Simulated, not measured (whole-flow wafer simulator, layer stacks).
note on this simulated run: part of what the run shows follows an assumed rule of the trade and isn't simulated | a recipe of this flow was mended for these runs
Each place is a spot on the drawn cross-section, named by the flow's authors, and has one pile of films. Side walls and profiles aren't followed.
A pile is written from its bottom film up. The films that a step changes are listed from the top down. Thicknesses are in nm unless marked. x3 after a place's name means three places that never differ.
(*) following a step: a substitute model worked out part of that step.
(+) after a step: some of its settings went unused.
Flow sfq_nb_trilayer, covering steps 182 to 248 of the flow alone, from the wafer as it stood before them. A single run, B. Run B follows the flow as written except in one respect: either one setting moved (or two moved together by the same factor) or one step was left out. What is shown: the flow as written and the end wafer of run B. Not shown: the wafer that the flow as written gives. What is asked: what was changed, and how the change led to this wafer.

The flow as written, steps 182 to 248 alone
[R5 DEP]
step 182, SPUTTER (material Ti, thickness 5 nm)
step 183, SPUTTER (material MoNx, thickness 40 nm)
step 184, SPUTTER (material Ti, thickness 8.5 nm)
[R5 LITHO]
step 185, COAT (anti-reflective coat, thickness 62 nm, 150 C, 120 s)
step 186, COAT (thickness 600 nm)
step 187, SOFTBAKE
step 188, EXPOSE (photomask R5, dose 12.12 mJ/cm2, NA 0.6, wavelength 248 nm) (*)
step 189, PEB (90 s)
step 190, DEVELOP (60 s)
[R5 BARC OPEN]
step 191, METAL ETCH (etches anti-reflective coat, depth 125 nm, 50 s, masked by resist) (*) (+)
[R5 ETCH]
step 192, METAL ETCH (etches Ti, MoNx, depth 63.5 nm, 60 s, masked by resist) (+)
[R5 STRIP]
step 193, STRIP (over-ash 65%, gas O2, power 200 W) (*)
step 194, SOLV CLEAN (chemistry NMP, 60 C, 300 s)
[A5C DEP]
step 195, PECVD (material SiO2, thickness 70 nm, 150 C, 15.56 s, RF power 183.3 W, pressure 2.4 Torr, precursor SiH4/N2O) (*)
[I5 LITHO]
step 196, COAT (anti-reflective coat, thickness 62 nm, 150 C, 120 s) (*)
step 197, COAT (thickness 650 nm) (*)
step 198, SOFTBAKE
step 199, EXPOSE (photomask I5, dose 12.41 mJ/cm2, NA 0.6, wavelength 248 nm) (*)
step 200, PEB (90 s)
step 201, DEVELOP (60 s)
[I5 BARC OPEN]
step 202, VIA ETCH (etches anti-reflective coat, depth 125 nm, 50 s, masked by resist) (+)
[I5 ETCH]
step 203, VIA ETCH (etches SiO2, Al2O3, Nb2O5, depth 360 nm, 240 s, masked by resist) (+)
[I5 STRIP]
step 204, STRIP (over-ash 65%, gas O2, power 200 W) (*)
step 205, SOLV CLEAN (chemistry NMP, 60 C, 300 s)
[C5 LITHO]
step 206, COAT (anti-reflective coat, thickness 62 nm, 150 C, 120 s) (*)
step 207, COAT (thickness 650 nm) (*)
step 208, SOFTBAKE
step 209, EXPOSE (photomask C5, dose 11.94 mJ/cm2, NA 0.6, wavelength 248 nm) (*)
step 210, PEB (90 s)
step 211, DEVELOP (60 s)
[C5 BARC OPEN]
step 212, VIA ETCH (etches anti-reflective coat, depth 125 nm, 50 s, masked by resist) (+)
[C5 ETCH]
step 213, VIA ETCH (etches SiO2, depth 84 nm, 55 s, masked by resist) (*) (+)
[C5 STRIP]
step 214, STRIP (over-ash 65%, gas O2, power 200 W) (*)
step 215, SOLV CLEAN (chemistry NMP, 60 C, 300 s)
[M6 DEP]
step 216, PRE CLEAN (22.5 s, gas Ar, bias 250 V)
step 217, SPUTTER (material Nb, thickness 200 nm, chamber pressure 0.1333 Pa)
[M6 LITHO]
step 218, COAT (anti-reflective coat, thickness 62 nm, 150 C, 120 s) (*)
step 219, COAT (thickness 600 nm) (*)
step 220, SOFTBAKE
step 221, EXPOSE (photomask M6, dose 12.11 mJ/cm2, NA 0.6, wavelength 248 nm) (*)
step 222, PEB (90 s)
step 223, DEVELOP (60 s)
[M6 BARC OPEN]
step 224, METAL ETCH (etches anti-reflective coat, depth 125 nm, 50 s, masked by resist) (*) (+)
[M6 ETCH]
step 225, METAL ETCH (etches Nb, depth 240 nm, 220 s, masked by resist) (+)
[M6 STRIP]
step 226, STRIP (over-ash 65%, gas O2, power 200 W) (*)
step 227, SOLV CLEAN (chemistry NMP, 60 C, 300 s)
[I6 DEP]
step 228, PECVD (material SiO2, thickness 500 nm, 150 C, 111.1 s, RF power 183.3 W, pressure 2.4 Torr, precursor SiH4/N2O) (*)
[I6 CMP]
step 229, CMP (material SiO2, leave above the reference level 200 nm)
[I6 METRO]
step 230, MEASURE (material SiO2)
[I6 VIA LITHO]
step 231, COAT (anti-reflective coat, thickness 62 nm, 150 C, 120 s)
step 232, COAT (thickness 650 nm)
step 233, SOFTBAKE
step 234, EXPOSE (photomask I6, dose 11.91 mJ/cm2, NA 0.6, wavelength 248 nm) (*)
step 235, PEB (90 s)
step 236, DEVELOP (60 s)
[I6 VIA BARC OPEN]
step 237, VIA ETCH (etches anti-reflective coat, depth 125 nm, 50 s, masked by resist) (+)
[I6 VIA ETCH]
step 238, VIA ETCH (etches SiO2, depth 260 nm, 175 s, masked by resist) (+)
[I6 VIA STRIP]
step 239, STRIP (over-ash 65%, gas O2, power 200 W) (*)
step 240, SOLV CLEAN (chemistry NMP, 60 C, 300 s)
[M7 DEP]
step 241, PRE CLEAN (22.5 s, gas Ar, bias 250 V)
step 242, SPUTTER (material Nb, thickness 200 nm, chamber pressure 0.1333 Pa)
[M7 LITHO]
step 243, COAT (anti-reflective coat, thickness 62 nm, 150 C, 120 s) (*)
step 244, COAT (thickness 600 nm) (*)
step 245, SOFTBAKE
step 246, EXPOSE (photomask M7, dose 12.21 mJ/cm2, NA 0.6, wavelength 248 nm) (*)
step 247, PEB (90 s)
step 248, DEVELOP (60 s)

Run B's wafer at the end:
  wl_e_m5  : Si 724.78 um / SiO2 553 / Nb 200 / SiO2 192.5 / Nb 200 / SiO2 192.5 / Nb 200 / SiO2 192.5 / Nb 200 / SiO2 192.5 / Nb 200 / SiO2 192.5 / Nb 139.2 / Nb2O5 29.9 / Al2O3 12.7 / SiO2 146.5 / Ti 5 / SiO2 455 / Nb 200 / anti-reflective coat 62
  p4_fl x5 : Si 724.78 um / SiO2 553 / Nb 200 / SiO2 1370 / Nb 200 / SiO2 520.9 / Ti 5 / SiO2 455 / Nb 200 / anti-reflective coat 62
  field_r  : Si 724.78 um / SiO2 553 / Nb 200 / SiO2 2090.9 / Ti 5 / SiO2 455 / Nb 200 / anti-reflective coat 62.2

Cause: step 183, SPUTTER: thickness 55 nm was run, while the flow as written has thickness 40 nm.

Step by step, how the change led to this:
  step 183, SPUTTER (material MoNx, thickness 40 nm)
      field_l, v_sur, via_wl and 103 more: MoNx gains 55 (new film) (it would be, as written: MoNx gains 40 (new film))
  step 192, METAL ETCH (etches Ti, MoNx, depth 63.5 nm, 60 s, masked by resist) (+)
      field_l, v_sur, via_wl and 92 more: Ti loses 8.5 (all of it), MoNx loses 55 (all of it) (it would be, as written: Ti loses 8.5 (all of it), MoNx loses 40 (all of it), Ti loses 5 (all of it), SiO2 loses 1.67)
      ce_l, c5j, ce_r, wl_jj: Ti loses 8.5 (all of it), MoNx loses 55 (all of it) (it would be, as written: Ti loses 8.5 (all of it), MoNx loses 40 (all of it), Ti loses 5 (all of it), Nb loses 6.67)
  step 195, PECVD (material SiO2, thickness 70 nm, 150 C, 15.56 s, RF power 183.3 W, pressure 2.4 Torr, precursor SiH4/N2O) (*)
      field_l, v_sur, via_wl and 92 more: SiO2 gains 70 (new film) (it would be, as written: SiO2 gains 70)
  step 196, COAT (anti-reflective coat, thickness 62 nm, 150 C, 120 s) (*)
      r5r_line_l, r5r_line_c, r5r_line_r: anti-reflective coat gains 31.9 (new film) (it would be, as written: anti-reflective coat gains 35.5 (new film))
      wl_j_sl, wl_j_sr: anti-reflective coat gains 62 (new film) (it would be, as written: anti-reflective coat gains 60.5 (new film))
      (and at 9 other places as well)
  step 203, VIA ETCH (etches SiO2, Al2O3, Nb2O5, depth 360 nm, 240 s, masked by resist) (+)
      be: SiO2 loses 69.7 (all of it), Ti loses 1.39 (it would be, as written: SiO2 loses 214.5 (all of it), Al2O3 loses 12.7 (all of it), Nb2O5 loses 29.9 (all of it), Nb loses 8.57)
  step 204, STRIP (over-ash 65%, gas O2, power 200 W) (*)
      r5r_line_l, r5r_line_c, r5r_line_r: KrF-resist-other-grade loses 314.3 (all of it), anti-reflective coat loses 31.9 (all of it) (it would be, as written: KrF-resist-other-grade loses 314.5 (all of it), anti-reflective coat loses 35.5 (all of it))
      wl_j_sl, wl_j_sr: KrF-resist-other-grade loses 315.7 (all of it), anti-reflective coat loses 62 (all of it) (it would be, as written: KrF-resist-other-grade loses 316.4 (all of it), anti-reflective coat loses 60.5 (all of it))
      (and at 9 other places as well)
  step 206, COAT (anti-reflective coat, thickness 62 nm, 150 C, 120 s) (*)
      r5r_line_l, r5r_line_c, r5r_line_r: anti-reflective coat gains 31.9 (new film) (it would be, as written: anti-reflective coat gains 35.5 (new film))
      wl_j_sl, wl_j_sr: anti-reflective coat gains 62 (new film) (it would be, as written: anti-reflective coat gains 60.5 (new film))
      (and at 17 other places as well)
  step 207, COAT (thickness 650 nm) (*)
      be: KrF-resist-other-grade gains 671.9 (new film) (it would be, as written: KrF-resist-other-grade gains 815 (new film))
      gap: KrF-resist-other-grade gains 654.4 (new film) (it would be, as written: KrF-resist-other-grade gains 641 (new film))
  step 212, VIA ETCH (etches anti-reflective coat, depth 125 nm, 50 s, masked by resist) (+)
      c5j: anti-reflective coat loses 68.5 (all of it), SiO2 loses 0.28 (it would be, as written: anti-reflective coat loses 73.7 (all of it), SiO2 loses 0.26)
  step 213, VIA ETCH (etches SiO2, depth 84 nm, 55 s, masked by resist) (*) (+)
      c5j: SiO2 loses 69.7 (all of it), Ti loses 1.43 (it would be, as written: SiO2 loses 69.7 (all of it), Nb loses 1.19)
  step 214, STRIP (over-ash 65%, gas O2, power 200 W) (*)
      r5r_line_l, r5r_line_c, r5r_line_r: KrF-resist-other-grade loses 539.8 (all of it), anti-reflective coat loses 31.9 (all of it) (it would be, as written: KrF-resist-other-grade loses 540 (all of it), anti-reflective coat loses 35.5 (all of it))
      wl_j_sl, wl_j_sr: KrF-resist-other-grade loses 541.2 (all of it), anti-reflective coat loses 62 (all of it) (it would be, as written: KrF-resist-other-grade loses 541.9 (all of it), anti-reflective coat loses 60.5 (all of it))
      (and at 16 other places as well)
  step 216, PRE CLEAN (22.5 s, gas Ar, bias 250 V)
      be: Ti loses 3.61 (all of it), SiO2 loses 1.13 (it would be, as written: Nb loses 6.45)
      c5j: Ti loses 3.57 (all of it), Nb loses 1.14 (it would be, as written: Nb loses 6.45)
  step 217, SPUTTER (material Nb, thickness 200 nm, chamber pressure 0.1333 Pa)
      be: Nb gains 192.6 (new film) (it would be, as written: Nb gains 145.8)
  step 218, COAT (anti-reflective coat, thickness 62 nm, 150 C, 120 s) (*)
      r5r_line_l, r5r_line_c, r5r_line_r: anti-reflective coat gains 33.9 (new film) (it would be, as written: anti-reflective coat gains 37.1 (new film))
      wl_j_sl, wl_j_sr: anti-reflective coat gains 62 (new film) (it would be, as written: anti-reflective coat gains 60.5 (new film))
      (and at 19 other places as well)
  step 219, COAT (thickness 600 nm) (*)
      via_v: KrF-resist-other-grade gains 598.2 (new film) (it would be, as written: KrF-resist-other-grade gains 584.1 (new film))
      be: KrF-resist-other-grade gains 619.4 (new film) (it would be, as written: KrF-resist-other-grade gains 795.2 (new film))
      (and at 1 other place as well)
  step 223, DEVELOP (60 s)
      gap: KrF-resist-other-grade loses 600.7 (all of it) (it would be, as written: KrF-resist-other-grade loses 584.6 (all of it))
  ... 3 other steps ...
  step 229, CMP (material SiO2, leave above the reference level 200 nm)
      r5r_line_l, r5r_spacepad_l, r5r_spacepad_r, r5r_line_c, r5r_line_r: SiO2 loses 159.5 (it would be, as written: SiO2 loses 151.2)
      be_r, r_sur, r_end: SiO2 loses 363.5 (it would be, as written: SiO2 loses 355.2)
      (and at 3 other places as well)
Taking metal films that touch as one body, wl_e_m5 has 8 bodies (between them, from the top down: SiO2 455; SiO2 146.5 / Al2O3 12.7 / Nb2O5 29.9; SiO2 192.5; SiO2 192.5; SiO2 192.5; SiO2 192.5; SiO2 192.5); the flow as written gives 7 bodies (between them, from the top down: SiO2 599.8 / Al2O3 12.7 / Nb2O5 29.9; SiO2 192.5; SiO2 192.5; SiO2 192.5; SiO2 192.5; SiO2 192.5).
Taking metal films that touch as one body, p4_fl x5 has 4 bodies (between them, from the top down: SiO2 455; SiO2 520.9; SiO2 1370); the flow as written gives 3 bodies (between them, from the top down: SiO2 974.2; SiO2 1370).
Taking metal films that touch as one body, field_r has 3 bodies (between them, from the top down: SiO2 455; SiO2 2090.9); the flow as written gives 2 bodies (between them, from the top down: SiO2 2544.2).
